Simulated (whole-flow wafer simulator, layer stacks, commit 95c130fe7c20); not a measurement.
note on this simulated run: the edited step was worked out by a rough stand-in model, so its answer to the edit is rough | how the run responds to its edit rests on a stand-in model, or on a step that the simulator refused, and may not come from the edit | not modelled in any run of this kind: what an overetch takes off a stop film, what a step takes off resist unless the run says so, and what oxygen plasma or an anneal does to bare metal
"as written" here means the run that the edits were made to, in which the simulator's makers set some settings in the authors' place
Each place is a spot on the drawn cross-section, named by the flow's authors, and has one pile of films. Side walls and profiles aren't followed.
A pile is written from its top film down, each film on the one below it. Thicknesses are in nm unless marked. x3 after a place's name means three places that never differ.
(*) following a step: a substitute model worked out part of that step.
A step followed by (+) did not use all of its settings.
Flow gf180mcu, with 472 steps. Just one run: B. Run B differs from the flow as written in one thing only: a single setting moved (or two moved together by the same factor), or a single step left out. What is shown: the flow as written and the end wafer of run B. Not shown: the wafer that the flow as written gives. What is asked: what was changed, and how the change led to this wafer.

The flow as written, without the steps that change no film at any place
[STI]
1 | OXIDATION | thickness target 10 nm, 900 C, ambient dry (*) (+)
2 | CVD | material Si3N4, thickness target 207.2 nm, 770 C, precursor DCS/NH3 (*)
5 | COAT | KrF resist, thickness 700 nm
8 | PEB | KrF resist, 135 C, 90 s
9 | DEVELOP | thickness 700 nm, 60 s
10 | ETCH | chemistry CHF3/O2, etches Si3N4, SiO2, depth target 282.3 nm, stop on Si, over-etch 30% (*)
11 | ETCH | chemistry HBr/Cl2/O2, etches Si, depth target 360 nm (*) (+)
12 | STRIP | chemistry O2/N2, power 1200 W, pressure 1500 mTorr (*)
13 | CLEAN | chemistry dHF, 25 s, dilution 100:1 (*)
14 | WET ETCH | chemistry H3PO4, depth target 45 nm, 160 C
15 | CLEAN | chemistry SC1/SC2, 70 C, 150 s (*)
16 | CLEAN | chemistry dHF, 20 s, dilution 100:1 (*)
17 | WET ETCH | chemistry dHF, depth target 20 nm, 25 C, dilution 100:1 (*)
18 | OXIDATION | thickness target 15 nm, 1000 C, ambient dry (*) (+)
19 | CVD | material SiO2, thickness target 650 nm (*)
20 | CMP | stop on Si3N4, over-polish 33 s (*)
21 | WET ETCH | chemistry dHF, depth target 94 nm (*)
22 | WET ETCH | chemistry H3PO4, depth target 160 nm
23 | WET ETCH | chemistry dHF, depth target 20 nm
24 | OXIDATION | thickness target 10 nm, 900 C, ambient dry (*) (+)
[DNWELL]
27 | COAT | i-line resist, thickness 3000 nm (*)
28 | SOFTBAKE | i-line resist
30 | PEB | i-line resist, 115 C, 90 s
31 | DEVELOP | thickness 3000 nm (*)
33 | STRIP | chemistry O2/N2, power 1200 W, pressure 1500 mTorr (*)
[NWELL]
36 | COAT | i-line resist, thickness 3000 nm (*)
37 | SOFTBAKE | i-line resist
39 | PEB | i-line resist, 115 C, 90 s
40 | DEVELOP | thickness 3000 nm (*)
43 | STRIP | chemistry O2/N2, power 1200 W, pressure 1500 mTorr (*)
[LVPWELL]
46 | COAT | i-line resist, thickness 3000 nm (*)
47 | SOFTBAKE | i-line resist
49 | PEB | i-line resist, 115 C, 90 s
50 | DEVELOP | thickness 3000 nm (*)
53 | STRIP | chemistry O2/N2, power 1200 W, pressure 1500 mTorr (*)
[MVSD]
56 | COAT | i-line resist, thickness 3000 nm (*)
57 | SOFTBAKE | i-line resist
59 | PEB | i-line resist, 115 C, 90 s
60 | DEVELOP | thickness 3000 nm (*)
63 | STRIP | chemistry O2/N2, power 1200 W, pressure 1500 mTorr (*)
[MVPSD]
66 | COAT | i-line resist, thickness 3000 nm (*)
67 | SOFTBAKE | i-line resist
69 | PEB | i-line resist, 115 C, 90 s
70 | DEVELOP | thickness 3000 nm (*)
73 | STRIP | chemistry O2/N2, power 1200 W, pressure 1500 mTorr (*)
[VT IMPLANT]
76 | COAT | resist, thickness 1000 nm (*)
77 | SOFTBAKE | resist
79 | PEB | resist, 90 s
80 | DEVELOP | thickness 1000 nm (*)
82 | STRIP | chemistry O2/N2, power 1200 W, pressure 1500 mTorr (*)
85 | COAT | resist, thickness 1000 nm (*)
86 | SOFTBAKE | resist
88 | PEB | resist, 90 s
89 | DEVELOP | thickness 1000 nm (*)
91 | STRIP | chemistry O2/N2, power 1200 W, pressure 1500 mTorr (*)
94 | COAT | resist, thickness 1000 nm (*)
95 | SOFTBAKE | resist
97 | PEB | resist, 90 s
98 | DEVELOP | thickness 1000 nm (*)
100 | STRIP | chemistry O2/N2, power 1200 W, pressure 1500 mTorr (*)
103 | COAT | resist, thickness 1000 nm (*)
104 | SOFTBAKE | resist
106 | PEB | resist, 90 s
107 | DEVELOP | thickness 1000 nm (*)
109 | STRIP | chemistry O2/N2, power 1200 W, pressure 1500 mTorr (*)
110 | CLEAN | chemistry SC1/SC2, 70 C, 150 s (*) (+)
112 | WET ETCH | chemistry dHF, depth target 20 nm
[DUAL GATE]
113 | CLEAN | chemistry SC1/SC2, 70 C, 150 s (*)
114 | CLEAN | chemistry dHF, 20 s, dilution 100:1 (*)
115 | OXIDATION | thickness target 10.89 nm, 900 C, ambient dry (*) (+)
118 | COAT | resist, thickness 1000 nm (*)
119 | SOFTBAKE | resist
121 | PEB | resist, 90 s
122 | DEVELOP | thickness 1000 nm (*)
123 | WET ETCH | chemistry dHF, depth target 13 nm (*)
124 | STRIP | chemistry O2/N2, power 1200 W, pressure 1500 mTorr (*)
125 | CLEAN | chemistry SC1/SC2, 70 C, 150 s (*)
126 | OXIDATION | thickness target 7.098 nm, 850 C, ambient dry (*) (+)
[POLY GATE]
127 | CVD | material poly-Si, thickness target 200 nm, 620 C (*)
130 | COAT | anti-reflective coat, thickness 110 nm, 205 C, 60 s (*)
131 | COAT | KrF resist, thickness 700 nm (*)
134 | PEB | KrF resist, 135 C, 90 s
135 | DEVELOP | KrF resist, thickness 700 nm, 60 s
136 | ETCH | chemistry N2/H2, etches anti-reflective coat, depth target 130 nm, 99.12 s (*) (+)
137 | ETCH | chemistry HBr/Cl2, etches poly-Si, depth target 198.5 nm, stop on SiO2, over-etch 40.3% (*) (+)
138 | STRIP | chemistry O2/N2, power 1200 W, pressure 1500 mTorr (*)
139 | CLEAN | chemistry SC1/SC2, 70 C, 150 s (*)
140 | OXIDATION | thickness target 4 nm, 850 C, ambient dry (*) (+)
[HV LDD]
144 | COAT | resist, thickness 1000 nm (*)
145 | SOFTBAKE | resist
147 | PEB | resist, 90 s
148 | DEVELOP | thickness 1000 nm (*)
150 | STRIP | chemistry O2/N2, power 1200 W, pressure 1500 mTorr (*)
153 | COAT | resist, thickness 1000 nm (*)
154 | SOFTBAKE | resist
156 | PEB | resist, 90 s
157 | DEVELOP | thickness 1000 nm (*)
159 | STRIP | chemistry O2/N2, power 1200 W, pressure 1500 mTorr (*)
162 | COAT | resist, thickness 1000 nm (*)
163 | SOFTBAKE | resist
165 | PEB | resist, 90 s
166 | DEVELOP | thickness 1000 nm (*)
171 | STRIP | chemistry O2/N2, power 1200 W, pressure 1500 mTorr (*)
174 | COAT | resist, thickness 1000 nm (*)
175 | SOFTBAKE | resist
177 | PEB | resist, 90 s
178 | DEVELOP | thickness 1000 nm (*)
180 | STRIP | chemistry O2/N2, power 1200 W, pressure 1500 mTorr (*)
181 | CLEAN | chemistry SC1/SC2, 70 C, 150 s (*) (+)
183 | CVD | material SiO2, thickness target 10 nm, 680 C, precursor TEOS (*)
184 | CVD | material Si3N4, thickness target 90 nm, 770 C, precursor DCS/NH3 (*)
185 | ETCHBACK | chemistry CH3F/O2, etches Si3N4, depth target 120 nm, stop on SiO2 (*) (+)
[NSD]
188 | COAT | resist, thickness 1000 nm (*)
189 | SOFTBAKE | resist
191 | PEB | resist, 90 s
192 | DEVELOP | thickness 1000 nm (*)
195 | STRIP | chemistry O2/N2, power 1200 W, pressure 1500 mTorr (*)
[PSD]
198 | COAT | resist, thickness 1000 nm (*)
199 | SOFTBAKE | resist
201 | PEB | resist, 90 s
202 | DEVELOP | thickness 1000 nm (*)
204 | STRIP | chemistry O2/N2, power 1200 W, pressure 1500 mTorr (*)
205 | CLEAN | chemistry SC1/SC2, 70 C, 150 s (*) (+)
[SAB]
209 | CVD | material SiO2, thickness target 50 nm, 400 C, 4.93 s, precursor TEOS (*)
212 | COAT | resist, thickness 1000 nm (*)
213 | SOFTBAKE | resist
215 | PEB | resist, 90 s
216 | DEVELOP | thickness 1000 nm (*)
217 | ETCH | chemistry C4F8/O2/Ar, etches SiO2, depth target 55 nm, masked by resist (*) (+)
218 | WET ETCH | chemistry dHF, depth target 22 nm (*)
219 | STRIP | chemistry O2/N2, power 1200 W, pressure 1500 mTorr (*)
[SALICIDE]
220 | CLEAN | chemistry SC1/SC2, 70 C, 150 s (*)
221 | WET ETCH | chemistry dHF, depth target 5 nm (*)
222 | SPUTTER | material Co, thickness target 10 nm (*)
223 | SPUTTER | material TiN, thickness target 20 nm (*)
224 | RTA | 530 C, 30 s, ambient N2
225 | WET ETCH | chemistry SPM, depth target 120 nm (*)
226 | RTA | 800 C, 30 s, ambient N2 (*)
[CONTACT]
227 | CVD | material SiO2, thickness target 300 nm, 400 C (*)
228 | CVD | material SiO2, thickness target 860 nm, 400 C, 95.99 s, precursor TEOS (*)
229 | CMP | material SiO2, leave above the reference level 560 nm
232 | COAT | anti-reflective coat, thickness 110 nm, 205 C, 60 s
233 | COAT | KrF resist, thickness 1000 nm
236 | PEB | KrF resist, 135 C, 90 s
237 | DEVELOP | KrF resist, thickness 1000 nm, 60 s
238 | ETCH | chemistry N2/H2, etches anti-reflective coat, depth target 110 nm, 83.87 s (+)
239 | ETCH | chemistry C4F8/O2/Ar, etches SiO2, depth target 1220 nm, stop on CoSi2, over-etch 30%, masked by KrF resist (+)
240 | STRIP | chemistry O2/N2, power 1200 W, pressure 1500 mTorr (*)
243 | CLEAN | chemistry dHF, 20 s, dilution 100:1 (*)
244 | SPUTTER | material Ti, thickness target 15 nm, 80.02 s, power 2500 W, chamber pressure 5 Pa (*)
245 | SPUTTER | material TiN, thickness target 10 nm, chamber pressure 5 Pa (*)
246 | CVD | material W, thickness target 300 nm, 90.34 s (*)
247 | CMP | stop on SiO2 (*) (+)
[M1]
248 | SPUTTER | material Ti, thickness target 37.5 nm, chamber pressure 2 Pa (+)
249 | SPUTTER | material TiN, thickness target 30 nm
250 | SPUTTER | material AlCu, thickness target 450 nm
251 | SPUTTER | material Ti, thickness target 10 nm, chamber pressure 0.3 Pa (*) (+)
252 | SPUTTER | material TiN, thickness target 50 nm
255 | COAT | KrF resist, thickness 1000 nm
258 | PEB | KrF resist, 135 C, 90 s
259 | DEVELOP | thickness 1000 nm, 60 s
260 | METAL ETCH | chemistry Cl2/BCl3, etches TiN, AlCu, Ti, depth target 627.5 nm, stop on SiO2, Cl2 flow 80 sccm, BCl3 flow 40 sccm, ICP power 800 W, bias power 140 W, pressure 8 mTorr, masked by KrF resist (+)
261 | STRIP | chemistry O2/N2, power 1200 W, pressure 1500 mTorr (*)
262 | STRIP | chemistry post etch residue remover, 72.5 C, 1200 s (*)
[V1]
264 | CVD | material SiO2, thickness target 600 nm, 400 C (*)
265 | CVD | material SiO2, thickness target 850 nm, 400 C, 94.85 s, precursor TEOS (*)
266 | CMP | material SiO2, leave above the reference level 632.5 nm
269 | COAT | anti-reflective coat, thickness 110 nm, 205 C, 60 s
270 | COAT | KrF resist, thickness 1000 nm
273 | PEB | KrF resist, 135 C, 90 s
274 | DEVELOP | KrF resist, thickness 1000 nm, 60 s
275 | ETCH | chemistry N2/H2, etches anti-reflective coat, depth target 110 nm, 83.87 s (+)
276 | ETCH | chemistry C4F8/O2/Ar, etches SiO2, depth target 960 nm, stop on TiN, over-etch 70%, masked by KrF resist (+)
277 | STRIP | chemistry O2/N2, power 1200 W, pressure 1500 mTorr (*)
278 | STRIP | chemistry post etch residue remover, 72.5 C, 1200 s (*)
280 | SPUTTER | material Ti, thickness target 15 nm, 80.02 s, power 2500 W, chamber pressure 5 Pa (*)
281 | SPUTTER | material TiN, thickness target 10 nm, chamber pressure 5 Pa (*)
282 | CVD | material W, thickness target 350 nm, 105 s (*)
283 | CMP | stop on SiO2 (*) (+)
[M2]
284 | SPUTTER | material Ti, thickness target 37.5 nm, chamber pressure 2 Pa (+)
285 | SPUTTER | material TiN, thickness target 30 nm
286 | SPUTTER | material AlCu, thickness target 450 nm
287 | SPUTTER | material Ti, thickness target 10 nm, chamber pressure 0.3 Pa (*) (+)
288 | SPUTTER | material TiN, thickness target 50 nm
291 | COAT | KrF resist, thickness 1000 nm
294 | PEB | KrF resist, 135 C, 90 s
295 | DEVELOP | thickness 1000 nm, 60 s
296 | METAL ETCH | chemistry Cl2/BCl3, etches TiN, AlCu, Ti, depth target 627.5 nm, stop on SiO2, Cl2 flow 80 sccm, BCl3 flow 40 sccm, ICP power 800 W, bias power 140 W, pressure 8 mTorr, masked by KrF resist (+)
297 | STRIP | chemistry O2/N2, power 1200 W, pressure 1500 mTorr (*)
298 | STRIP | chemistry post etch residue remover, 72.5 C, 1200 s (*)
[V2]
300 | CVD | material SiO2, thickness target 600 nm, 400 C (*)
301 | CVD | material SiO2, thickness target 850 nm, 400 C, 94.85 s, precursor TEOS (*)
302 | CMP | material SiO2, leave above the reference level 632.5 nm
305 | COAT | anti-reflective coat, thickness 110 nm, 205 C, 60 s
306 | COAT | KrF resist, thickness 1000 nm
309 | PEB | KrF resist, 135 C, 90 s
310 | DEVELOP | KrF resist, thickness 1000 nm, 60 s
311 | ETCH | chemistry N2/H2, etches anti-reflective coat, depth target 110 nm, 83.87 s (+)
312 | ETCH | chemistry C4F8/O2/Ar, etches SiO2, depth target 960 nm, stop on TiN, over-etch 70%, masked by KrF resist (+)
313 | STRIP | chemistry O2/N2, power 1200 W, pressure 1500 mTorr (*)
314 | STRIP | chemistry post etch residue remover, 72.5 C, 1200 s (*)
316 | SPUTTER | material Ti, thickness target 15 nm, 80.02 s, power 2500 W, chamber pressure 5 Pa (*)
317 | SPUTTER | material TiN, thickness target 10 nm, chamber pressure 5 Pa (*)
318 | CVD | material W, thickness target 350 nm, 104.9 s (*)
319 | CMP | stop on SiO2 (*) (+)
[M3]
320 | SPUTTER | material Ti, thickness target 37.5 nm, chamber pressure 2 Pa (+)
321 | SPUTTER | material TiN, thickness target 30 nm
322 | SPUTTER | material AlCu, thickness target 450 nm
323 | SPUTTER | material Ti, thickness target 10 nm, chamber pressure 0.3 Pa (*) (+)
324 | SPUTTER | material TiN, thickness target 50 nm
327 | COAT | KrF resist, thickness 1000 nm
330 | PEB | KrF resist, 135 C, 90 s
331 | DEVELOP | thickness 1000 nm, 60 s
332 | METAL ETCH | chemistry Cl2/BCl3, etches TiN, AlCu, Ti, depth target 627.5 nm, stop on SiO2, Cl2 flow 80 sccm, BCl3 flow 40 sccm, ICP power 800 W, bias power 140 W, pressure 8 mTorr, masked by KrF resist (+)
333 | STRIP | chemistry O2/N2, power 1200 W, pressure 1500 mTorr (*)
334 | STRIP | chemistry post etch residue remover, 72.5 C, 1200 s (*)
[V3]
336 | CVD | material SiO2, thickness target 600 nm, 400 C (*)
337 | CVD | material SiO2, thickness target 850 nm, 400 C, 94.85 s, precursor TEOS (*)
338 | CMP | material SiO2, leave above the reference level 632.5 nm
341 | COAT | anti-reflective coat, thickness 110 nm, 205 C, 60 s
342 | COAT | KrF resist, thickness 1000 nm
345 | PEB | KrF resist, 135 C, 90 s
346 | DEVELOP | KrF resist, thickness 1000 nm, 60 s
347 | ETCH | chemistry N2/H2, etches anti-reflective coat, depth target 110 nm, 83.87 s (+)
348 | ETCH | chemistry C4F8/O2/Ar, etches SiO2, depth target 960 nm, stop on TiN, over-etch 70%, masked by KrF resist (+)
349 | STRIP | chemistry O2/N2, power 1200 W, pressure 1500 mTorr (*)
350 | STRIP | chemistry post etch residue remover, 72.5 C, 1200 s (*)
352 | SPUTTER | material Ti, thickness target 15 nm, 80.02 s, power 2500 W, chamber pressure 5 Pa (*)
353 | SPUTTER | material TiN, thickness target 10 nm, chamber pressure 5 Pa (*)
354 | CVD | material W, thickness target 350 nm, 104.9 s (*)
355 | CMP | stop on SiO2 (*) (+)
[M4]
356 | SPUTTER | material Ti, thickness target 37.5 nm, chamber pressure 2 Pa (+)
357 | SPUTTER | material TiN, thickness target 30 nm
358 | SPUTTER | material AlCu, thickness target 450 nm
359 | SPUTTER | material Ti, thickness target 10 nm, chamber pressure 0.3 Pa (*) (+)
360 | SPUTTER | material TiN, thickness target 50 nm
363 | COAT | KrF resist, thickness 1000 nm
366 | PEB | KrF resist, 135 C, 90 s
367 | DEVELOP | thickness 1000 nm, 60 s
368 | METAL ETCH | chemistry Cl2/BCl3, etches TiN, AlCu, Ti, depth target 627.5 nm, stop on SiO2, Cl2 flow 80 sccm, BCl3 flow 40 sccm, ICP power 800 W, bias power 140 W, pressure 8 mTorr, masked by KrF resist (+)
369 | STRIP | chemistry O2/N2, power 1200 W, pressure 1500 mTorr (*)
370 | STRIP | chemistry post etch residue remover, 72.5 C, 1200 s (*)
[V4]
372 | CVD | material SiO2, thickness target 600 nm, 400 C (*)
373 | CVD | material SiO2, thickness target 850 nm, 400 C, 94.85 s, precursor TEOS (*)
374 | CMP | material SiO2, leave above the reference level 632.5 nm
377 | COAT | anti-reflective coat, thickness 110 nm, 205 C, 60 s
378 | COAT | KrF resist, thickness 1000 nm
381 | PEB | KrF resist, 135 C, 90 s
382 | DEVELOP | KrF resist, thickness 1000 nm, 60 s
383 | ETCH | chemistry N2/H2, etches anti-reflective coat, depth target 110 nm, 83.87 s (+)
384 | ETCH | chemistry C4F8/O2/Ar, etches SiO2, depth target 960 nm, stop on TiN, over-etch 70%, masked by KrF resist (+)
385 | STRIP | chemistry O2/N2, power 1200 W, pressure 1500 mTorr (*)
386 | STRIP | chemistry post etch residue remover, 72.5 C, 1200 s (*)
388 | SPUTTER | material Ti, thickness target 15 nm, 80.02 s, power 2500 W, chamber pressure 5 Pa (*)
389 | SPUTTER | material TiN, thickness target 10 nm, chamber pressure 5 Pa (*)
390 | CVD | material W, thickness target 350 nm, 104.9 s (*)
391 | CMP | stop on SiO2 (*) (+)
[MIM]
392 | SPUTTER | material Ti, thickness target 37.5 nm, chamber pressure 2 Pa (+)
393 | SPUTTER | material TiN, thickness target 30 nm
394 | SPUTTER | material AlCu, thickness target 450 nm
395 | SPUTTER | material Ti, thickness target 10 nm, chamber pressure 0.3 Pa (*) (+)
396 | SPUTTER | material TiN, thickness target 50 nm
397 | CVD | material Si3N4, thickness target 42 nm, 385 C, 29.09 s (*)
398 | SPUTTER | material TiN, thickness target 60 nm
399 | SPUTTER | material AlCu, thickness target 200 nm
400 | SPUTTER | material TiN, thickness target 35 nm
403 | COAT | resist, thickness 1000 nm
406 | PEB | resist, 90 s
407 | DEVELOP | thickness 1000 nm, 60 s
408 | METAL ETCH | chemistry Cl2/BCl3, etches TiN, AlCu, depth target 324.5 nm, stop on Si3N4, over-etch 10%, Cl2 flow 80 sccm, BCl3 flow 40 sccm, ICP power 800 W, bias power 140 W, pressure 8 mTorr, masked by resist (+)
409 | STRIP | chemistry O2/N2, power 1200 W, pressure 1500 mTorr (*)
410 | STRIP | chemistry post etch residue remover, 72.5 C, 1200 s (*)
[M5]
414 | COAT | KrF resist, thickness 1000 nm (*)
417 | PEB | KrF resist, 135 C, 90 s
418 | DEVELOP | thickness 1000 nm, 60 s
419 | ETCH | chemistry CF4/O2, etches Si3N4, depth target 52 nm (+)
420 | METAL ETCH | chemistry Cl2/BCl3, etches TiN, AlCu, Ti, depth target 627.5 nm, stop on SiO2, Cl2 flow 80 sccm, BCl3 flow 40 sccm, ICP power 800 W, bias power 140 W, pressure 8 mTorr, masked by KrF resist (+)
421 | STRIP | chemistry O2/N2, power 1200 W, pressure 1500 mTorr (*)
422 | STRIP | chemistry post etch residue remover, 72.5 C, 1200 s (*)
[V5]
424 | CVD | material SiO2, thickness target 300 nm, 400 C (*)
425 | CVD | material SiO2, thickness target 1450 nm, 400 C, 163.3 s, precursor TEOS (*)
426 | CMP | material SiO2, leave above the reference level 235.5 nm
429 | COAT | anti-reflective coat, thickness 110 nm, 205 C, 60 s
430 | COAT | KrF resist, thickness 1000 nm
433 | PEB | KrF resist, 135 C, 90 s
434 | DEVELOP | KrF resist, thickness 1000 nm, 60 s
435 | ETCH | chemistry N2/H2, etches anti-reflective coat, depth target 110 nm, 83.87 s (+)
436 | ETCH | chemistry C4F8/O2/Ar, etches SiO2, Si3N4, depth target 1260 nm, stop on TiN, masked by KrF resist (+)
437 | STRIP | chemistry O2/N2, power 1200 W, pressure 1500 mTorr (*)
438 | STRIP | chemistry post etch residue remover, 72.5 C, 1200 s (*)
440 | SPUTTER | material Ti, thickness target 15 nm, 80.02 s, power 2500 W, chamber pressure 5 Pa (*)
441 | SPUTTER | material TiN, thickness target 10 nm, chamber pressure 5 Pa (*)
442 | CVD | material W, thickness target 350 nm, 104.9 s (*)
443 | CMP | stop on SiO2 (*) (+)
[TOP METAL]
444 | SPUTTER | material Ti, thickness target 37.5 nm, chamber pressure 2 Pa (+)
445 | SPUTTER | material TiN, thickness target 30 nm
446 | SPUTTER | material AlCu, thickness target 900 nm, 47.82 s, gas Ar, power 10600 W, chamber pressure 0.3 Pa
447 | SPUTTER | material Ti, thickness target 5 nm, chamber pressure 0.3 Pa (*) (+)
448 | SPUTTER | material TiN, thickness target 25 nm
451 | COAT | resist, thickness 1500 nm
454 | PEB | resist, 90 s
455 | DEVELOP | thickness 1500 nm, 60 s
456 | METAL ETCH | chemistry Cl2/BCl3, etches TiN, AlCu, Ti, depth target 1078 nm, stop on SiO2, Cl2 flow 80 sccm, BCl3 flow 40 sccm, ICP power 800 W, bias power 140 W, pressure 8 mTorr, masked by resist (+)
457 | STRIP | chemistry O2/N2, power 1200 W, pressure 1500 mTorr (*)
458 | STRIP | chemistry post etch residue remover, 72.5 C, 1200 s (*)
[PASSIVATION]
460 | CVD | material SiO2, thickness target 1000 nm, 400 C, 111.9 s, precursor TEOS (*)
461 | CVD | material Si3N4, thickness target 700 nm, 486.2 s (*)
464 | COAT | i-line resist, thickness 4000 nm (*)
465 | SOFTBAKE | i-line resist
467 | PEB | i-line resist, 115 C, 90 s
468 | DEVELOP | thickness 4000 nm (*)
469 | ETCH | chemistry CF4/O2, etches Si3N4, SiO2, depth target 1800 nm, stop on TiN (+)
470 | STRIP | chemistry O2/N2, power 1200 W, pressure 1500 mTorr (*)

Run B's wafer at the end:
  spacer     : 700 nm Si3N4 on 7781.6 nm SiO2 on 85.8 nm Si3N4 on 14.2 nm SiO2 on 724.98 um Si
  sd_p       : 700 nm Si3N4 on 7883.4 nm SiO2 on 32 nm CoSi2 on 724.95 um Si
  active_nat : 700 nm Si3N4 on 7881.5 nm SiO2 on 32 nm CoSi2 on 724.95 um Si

The reason: step 183, CVD: thickness target 7 nm was run, whereas the flow has thickness target 10 nm.

How this came from the change, step by step:
  183 | CVD | material SiO2, thickness target 10 nm, 680 C, precursor TEOS (*)
      field, field__w1, field__w2 and 99 more: SiO2 gains 7 (it would be, as written: SiO2 gains 10)
      ld_drift_p: SiO2 gains 6.91 (it would be, as written: SiO2 gains 9.87)
      (also at 1 further place)
  189 | SOFTBAKE | resist
      field: resist loses 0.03 (it would be, as written: resist gains 0.95)
      nw_sep_fld: resist loses 0.06 (it would be, as written: resist gains 1.07)
      (also at 2 further places)
  199 | SOFTBAKE | resist
      field: resist loses 0.03 (it would be, as written: resist gains 0.95)
      nw_sep_fld: resist loses 0.06 (it would be, as written: resist gains 1.07)
      (also at 2 further places)
  218 | WET ETCH | chemistry dHF, depth target 22 nm (*)
      gate, gate_hv, gate_p and 23 more: SiO2 loses 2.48 (all of it) (it would be, as written: SiO2 loses 5.48 (all of it))
      active, p_well, sd_n, iso_ptap_pw, iso_ntap_nw, iso_ptap_sub, vpnp_e: SiO2 loses 6.01 (all of it) (it would be, as written: SiO2 loses 9.01 (all of it))
      (also at 16 further places)
